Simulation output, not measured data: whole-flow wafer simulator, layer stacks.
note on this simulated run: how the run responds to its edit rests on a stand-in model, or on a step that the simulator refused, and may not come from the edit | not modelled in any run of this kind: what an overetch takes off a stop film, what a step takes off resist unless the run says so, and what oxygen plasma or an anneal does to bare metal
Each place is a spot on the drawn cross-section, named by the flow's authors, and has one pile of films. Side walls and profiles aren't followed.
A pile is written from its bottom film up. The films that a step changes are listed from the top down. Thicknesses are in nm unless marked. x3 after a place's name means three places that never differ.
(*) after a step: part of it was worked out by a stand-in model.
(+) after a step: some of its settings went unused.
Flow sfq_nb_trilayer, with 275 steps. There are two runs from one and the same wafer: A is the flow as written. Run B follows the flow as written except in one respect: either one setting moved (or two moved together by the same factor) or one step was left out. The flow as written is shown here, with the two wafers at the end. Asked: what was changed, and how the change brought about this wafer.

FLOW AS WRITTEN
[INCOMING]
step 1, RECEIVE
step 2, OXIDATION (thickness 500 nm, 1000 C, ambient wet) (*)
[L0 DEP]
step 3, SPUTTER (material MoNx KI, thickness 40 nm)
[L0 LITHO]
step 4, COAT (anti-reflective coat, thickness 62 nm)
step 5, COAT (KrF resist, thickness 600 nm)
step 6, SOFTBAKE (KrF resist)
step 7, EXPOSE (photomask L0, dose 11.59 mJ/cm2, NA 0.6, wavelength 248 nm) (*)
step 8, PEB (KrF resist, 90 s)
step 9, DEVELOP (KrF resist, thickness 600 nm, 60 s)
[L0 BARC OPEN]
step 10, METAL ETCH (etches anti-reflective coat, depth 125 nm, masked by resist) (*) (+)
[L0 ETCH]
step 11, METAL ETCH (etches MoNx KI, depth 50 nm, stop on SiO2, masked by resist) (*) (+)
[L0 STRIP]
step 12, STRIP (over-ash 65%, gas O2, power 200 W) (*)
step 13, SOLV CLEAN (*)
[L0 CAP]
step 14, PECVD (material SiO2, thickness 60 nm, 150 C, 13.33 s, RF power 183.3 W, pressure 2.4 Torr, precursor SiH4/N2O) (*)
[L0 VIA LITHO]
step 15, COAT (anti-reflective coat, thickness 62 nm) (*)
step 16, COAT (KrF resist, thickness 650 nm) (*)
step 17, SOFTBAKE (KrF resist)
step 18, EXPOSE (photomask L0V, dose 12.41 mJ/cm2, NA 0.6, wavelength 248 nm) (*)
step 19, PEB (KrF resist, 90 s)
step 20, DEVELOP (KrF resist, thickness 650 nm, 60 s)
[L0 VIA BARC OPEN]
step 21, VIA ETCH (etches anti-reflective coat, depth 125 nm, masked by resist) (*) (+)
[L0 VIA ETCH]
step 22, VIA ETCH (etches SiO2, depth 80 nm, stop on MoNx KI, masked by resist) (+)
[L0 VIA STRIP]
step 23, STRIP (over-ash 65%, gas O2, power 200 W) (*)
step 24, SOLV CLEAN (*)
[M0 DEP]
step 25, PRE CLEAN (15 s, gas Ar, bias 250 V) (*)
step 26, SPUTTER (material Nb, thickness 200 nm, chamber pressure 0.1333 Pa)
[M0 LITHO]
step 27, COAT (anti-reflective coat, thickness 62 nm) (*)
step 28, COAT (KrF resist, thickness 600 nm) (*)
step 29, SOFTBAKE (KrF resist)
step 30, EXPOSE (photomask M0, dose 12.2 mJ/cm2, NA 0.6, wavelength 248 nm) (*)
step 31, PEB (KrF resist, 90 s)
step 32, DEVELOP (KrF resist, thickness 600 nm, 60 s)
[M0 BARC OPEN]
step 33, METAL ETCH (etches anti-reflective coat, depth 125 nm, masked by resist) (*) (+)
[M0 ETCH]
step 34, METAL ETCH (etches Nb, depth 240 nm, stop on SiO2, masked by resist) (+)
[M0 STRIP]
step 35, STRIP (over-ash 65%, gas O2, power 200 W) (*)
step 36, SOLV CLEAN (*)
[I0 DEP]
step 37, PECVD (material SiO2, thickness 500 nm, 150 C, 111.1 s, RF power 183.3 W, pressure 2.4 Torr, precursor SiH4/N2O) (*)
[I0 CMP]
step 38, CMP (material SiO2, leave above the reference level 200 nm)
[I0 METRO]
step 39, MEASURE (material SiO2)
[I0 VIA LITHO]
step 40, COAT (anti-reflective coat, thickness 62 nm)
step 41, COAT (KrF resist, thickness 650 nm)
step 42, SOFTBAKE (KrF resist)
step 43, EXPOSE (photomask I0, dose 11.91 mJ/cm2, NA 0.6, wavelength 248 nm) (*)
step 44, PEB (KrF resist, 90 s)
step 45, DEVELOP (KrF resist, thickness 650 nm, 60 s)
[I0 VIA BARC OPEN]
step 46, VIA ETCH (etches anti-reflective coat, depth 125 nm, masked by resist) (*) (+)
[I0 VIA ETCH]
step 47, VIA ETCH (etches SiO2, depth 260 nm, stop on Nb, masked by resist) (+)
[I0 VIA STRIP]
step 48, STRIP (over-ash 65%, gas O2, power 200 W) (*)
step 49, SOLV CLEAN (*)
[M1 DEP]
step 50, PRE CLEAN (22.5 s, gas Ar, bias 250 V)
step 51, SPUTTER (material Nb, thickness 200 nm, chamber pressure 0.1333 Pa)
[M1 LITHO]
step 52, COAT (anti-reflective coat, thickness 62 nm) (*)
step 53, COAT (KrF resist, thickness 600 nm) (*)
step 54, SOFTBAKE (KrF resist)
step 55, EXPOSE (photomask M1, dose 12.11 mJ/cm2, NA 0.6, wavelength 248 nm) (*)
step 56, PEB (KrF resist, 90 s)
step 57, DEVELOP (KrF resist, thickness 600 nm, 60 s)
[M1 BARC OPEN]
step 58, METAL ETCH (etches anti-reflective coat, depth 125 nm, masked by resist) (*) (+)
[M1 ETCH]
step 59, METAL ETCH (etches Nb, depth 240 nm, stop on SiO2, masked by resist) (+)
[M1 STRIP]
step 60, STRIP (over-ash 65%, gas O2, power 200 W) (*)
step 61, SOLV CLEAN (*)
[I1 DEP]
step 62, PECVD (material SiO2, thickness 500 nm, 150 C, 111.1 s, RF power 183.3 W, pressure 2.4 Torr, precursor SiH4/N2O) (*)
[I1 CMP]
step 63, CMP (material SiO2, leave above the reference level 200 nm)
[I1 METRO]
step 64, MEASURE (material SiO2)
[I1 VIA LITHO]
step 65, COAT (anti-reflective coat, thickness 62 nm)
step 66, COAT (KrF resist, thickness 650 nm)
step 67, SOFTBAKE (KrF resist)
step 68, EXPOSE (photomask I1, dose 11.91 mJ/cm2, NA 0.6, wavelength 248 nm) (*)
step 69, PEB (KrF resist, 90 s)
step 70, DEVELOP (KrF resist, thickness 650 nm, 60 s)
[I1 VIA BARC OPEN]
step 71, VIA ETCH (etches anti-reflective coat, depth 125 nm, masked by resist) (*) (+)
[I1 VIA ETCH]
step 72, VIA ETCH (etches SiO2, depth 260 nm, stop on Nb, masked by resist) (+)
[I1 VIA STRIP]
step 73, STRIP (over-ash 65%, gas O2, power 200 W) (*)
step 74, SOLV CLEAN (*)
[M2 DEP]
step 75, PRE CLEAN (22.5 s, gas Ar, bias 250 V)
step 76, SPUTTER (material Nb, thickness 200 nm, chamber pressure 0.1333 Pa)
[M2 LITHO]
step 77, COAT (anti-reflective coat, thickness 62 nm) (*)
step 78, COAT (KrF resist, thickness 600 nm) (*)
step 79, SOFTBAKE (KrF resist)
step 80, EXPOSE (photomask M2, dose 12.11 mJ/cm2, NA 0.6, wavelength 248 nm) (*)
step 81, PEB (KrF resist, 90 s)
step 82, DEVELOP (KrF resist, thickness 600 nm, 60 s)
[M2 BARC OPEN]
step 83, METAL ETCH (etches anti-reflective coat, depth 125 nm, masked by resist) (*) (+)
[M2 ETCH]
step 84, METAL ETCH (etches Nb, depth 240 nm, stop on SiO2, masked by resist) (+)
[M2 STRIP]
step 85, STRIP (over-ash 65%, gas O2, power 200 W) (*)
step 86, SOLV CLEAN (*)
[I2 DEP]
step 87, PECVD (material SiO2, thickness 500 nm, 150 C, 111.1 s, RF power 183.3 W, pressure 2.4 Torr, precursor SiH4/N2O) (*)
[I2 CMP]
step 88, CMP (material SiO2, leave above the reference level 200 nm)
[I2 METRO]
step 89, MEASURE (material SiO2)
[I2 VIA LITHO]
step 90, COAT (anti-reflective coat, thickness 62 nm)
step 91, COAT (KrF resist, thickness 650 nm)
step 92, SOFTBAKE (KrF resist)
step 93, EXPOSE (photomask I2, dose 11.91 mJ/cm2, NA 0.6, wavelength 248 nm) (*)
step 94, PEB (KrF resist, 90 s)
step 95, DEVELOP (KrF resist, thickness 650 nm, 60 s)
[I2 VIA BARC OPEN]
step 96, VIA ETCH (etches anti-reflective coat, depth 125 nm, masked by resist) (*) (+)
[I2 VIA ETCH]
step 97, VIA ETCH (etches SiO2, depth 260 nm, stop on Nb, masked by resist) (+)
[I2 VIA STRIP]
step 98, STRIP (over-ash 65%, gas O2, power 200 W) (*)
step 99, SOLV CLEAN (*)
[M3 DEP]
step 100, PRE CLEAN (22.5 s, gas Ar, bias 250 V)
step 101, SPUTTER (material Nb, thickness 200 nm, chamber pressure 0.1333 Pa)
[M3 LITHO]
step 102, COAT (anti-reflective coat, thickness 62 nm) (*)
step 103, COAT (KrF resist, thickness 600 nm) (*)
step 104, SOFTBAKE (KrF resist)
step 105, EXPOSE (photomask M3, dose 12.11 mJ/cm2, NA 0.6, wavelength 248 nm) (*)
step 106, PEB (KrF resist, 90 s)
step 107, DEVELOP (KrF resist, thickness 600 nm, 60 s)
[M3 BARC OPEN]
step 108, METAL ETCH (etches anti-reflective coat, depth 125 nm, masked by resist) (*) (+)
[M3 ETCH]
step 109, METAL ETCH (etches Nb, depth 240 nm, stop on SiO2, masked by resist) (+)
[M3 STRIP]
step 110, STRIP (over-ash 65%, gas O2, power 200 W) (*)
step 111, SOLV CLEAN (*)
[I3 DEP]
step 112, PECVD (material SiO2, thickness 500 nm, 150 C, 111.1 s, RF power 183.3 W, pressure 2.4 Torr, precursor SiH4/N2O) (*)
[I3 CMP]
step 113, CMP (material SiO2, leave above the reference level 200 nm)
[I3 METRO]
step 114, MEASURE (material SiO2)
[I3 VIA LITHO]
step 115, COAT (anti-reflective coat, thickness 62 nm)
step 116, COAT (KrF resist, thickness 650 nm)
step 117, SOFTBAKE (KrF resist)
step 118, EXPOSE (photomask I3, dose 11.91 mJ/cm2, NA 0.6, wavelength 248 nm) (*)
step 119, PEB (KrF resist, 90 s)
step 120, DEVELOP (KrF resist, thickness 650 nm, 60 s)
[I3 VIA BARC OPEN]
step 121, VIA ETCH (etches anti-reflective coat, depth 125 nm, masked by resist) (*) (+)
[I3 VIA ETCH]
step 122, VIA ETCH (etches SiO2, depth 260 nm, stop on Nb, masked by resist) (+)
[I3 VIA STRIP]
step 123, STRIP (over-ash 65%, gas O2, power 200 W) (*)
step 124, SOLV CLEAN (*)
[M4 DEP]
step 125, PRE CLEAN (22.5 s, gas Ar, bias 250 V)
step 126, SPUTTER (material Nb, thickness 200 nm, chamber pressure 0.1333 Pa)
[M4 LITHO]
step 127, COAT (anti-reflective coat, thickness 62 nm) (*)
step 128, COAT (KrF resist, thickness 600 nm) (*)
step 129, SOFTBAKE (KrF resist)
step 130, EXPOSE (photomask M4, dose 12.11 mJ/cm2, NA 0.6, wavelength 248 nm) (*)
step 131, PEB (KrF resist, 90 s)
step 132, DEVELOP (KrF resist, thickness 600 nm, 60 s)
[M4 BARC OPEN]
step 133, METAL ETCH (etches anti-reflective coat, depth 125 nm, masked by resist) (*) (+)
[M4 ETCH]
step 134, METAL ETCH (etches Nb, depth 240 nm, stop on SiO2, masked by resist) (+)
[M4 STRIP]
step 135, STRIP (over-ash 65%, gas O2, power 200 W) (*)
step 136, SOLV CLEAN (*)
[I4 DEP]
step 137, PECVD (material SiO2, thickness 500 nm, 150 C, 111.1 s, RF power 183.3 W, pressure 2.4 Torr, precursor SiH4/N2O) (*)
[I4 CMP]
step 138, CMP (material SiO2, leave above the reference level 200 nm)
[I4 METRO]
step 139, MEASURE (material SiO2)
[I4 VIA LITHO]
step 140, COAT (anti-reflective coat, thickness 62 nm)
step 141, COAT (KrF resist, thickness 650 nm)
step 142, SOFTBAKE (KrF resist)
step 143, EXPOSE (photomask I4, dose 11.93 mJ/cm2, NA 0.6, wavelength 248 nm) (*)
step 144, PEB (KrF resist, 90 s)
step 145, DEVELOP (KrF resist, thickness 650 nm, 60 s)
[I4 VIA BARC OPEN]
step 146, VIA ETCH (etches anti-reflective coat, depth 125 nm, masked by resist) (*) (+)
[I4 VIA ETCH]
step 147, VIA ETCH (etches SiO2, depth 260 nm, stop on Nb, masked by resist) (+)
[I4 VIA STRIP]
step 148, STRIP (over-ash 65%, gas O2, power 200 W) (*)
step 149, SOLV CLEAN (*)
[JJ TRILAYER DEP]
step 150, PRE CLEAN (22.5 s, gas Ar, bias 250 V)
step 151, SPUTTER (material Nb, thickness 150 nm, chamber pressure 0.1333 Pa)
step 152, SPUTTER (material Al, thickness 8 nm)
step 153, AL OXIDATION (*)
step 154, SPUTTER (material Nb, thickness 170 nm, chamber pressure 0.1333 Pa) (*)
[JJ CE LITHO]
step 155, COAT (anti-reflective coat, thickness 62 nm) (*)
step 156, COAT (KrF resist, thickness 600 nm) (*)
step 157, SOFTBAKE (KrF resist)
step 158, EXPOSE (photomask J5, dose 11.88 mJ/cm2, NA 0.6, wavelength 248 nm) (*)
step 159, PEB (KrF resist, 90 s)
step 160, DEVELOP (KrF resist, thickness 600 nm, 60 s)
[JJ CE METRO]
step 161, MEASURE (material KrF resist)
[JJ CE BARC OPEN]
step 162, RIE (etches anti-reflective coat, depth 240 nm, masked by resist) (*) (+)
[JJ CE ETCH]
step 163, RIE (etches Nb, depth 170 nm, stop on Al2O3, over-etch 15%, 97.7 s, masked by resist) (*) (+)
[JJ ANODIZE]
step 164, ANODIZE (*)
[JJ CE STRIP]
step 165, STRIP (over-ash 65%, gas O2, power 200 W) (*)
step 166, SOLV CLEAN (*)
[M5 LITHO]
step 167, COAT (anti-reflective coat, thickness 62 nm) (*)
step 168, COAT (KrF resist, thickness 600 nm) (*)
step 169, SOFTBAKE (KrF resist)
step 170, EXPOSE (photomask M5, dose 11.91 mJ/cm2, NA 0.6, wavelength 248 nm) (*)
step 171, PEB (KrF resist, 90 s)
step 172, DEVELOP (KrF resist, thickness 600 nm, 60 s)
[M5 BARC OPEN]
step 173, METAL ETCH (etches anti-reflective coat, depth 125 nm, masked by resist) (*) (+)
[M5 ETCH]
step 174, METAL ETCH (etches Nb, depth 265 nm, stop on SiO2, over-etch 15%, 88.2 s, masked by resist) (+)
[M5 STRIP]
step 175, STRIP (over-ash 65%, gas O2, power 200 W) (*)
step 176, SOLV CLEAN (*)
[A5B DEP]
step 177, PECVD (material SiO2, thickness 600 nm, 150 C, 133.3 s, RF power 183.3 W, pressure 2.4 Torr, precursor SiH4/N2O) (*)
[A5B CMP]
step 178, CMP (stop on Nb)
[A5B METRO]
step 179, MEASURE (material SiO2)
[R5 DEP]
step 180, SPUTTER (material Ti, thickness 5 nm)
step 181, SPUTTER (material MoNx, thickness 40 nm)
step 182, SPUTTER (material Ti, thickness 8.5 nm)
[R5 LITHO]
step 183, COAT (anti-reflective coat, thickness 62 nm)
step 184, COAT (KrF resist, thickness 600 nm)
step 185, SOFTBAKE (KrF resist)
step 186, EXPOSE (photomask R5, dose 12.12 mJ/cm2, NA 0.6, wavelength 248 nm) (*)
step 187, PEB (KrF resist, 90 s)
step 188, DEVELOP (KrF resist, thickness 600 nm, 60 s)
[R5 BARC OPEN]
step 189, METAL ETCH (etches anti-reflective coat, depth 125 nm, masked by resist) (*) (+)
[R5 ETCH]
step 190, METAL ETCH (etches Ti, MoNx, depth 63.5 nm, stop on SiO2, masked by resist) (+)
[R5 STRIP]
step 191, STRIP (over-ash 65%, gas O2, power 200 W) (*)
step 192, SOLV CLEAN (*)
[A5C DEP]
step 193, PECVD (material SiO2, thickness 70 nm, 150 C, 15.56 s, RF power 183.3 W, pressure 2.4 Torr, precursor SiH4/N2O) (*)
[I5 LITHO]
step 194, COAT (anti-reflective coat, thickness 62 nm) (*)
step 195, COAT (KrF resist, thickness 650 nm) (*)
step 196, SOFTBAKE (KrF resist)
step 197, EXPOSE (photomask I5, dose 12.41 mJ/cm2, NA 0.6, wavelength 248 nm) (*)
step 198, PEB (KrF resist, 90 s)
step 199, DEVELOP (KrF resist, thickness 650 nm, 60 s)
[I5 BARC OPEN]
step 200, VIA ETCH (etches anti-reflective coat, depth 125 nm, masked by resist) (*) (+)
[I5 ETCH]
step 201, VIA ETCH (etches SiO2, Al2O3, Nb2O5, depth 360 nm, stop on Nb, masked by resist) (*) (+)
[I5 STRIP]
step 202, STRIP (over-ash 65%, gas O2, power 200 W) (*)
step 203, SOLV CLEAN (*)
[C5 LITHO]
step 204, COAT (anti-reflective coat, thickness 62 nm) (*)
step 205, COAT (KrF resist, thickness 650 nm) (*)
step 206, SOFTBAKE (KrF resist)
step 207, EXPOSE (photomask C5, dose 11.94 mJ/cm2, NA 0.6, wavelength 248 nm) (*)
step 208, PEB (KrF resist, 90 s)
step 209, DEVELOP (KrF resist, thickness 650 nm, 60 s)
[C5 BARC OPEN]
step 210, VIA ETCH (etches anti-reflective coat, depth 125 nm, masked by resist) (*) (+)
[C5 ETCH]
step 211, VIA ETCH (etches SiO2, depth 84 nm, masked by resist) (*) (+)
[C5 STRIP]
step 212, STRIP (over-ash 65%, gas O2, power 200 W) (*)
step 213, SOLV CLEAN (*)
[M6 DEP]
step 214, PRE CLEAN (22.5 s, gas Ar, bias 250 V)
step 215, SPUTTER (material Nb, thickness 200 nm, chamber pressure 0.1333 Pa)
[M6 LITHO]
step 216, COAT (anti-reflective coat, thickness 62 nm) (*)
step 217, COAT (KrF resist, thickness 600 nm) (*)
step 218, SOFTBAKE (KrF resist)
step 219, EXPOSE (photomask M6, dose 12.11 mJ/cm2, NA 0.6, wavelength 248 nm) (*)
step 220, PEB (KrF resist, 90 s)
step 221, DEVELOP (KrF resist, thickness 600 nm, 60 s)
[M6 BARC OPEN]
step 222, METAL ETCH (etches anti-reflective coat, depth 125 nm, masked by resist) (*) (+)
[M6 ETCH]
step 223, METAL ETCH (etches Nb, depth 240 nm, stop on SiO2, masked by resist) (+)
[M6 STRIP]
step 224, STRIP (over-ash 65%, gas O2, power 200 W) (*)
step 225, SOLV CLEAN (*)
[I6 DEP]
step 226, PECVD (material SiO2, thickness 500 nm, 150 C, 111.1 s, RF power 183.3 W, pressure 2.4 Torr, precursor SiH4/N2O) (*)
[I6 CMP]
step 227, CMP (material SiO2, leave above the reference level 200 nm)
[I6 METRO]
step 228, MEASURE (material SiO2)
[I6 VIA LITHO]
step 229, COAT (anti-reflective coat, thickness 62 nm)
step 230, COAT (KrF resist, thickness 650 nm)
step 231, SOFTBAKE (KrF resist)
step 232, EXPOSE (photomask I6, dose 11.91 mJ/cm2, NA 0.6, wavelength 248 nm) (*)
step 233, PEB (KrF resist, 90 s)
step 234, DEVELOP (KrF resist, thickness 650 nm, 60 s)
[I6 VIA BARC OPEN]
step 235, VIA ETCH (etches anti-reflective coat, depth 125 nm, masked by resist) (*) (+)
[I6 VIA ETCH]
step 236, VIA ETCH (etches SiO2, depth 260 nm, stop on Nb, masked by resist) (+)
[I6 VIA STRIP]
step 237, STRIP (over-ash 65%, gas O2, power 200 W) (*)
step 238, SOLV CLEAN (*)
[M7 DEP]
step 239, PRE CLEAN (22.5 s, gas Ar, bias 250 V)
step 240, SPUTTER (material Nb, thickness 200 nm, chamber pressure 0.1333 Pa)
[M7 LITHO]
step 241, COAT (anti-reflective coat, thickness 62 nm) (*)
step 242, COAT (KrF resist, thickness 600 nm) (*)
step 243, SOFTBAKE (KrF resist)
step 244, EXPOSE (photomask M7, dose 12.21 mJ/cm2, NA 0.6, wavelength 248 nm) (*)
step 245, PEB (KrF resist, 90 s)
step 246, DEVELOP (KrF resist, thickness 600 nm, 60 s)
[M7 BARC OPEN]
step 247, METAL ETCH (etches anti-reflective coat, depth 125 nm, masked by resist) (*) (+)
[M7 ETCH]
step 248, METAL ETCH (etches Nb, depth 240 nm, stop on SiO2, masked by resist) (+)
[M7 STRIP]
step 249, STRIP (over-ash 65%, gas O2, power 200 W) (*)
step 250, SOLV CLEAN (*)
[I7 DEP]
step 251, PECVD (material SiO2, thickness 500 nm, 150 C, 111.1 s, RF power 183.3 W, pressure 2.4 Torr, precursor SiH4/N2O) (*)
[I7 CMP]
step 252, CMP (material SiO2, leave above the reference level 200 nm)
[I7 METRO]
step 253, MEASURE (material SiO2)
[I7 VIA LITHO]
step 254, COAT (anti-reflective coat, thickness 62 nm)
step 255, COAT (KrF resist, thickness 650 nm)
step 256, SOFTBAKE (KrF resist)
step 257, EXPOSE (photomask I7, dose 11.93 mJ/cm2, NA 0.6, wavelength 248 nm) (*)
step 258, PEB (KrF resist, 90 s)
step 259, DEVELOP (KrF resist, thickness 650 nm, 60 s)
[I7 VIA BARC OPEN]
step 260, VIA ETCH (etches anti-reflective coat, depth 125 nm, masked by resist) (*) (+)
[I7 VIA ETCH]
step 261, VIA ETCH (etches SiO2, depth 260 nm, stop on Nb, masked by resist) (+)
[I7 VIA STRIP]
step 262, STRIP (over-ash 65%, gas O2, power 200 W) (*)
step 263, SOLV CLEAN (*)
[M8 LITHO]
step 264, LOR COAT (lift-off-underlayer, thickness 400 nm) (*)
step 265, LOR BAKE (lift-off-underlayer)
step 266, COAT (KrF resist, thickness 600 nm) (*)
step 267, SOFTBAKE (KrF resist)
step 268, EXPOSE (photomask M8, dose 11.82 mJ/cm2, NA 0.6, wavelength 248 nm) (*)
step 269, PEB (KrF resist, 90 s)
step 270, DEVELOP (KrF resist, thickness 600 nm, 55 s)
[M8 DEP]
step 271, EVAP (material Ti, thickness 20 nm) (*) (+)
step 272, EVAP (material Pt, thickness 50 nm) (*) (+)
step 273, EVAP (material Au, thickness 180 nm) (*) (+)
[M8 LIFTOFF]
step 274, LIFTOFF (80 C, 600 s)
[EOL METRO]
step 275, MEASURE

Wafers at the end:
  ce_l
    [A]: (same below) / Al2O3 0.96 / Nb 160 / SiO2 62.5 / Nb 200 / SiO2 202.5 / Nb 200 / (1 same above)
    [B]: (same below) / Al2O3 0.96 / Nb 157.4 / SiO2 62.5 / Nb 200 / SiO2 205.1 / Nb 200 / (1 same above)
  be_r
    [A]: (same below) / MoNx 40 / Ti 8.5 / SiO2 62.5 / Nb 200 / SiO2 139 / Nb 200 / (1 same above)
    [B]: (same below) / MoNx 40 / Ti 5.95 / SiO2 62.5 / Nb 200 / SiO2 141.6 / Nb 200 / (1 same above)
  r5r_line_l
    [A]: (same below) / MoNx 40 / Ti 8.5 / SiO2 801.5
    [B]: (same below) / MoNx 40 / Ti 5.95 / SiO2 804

What caused this: step 182, SPUTTER: thickness 5.95 nm was run, while the flow as written has thickness 8.5 nm.
The wafer lets one read it off: be_r has Ti 5.95, and step 182 as written asks for 8.5 nm.

How this came from the change, step by step:
  step 182, SPUTTER (material Ti, thickness 8.5 nm)
      field_l, v_sur, via_wl and 103 more: A +8.5 Ti (new film) | B +5.95 Ti (new film)
  step 190, METAL ETCH (etches Ti, MoNx, depth 63.5 nm, stop on SiO2, masked by resist) (+)
      field_l, v_sur, via_wl and 92 more: A -8.5 Ti (all of it), -40 MoNx (all of it), -5 Ti (all of it) | B -5.95 Ti (all of it), -40 MoNx (all of it), -5 Ti (all of it)
      ce_l, c5j, ce_r, wl_jj: A -8.5 Ti (all of it), -40 MoNx (all of it), -5 Ti (all of it), -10 Nb | B -5.95 Ti (all of it), -40 MoNx (all of it), -5 Ti (all of it), -12.6 Nb
